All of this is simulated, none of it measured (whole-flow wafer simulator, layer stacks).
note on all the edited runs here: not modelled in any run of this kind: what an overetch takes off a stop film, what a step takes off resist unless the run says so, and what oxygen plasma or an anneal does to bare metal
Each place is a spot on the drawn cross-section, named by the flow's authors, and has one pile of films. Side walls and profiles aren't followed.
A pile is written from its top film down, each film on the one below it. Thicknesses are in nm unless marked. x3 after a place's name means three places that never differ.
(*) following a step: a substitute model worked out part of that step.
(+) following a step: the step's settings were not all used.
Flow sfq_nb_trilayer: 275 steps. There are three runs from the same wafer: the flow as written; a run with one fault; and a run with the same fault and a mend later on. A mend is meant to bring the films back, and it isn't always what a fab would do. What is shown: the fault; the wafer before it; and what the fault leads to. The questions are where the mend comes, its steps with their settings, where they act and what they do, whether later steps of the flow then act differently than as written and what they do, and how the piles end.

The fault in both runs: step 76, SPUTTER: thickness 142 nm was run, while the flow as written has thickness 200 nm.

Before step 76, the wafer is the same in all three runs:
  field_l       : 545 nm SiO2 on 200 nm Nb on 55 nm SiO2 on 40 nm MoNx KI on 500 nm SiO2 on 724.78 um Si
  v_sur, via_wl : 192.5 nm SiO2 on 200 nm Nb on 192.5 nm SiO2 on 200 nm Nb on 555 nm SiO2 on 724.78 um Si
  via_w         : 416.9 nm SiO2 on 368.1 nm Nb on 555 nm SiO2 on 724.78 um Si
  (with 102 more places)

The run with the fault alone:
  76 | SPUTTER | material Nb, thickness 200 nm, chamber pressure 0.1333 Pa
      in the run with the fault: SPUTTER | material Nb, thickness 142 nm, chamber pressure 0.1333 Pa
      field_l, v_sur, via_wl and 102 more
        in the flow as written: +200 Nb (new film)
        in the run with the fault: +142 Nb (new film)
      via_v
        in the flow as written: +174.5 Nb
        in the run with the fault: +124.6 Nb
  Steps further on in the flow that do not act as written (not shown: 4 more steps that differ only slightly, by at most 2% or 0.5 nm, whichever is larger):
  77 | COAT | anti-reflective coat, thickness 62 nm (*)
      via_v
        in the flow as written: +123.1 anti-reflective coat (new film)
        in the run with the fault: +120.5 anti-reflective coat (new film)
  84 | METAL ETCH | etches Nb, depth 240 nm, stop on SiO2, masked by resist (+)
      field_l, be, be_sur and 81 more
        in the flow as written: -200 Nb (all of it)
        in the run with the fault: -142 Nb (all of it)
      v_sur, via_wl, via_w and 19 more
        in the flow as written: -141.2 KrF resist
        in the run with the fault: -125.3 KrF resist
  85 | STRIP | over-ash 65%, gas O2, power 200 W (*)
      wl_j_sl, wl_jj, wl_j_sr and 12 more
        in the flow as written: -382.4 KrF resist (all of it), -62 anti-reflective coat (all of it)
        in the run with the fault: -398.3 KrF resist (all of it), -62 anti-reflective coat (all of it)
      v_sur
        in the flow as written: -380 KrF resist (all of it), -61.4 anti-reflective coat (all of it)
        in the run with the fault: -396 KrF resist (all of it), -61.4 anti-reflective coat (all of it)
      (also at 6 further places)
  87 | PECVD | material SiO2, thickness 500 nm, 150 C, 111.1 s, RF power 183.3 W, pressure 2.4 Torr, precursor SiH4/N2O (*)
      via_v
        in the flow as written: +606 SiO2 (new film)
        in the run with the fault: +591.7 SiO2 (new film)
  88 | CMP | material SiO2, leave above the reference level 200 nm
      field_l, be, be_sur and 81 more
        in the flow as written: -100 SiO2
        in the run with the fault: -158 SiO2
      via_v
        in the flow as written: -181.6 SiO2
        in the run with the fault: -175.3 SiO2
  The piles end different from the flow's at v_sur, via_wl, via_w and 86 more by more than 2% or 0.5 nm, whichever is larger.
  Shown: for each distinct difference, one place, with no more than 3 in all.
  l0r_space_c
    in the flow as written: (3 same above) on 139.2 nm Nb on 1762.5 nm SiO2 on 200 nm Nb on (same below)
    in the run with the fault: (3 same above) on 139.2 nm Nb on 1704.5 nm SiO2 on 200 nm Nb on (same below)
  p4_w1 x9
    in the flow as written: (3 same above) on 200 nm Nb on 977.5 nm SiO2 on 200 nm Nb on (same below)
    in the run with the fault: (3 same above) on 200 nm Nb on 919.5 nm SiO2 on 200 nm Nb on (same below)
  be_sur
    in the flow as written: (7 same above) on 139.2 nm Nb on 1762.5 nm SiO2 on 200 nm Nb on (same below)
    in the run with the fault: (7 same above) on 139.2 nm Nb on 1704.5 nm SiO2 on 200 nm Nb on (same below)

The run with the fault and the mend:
  After step 82 comes the mend.
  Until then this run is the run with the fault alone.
  82a | STRIP | over-ash 65%, gas O2, power 200 W (*)
      p4_fl x3, p4_w1 x9, p4_g1 x2 and 48 more
        -62 anti-reflective coat (all of it)
      wl_j_sl, wl_jj, wl_j_sr and 12 more
        -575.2 KrF resist (all of it), -62 anti-reflective coat (all of it)
      moat, field_r, lsp_l and 6 more
        -61.8 anti-reflective coat (all of it)
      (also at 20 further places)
  82b | SPUTTER | material Nb, thickness 58 nm, chamber pressure 0.1333 Pa (the flow's step 76 again, with other settings)
      field_l, v_sur, via_wl and 102 more
        +58 Nb
      via_v
        +46.1 Nb
  82c | COAT | anti-reflective coat, thickness 62 nm (*) (the flow's step 77 again)
      p4_fl x3, p4_w1 x9, p4_g1 x2 and 63 more
        +62 anti-reflective coat (new film)
      moat, field_r, lsp_l and 6 more
        +61.8 anti-reflective coat (new film)
      be_r, r_sur, res, r_end
        +61.7 anti-reflective coat (new film)
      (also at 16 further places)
  82d | COAT | KrF resist, thickness 600 nm (*) (the flow's step 78 again)
      p4_fl x3, p4_w1 x9, p4_g1 x2 and 63 more
        +600 KrF resist (new film)
      field_r, lsp_l, ln_m5, l0v
        +599.5 KrF resist (new film)
      lsp_m, ln_m6, lsp_r, l0_sur
        +599.6 KrF resist (new film)
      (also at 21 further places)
  82e | SOFTBAKE | KrF resist (the flow's step 79 again)
      alters no film at any place that is followed
  82f | EXPOSE | photomask M2, dose 12.11 mJ/cm2, NA 0.6, wavelength 248 nm (*) (the flow's step 80 again)
      alters no film at any place that is followed
  82g | PEB | KrF resist, 90 s (the flow's step 81 again)
      field_l, v_sur, via_wl and 97 more
        -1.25 KrF resist
      via_w, via_wr, via_sp, wire, be
        -1.24 KrF resist
      via_v
        -1.59 KrF resist
  82h | DEVELOP | KrF resist, thickness 600 nm, 60 s (the flow's step 82 again)
      p4_fl x3, p4_w1 x9, p4_g1 x2 and 48 more
        -598.7 KrF resist (all of it)
      v_sur, via_wl, via_w and 19 more
        -23.5 KrF resist
      lsp_l, ln_m5, lsp_m, ln_m6, lsp_r, l0_sur, l0v
        -598.3 KrF resist (all of it)
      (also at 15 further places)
  Every later step of the flow that is run acts as written, at every place that is followed, to within 2% or 0.5 nm, whichever is larger.
  When the end is reached, the piles differ only a little from the flow's at the places that both follow, at most by 2% or 0.5 nm, whichever is larger.
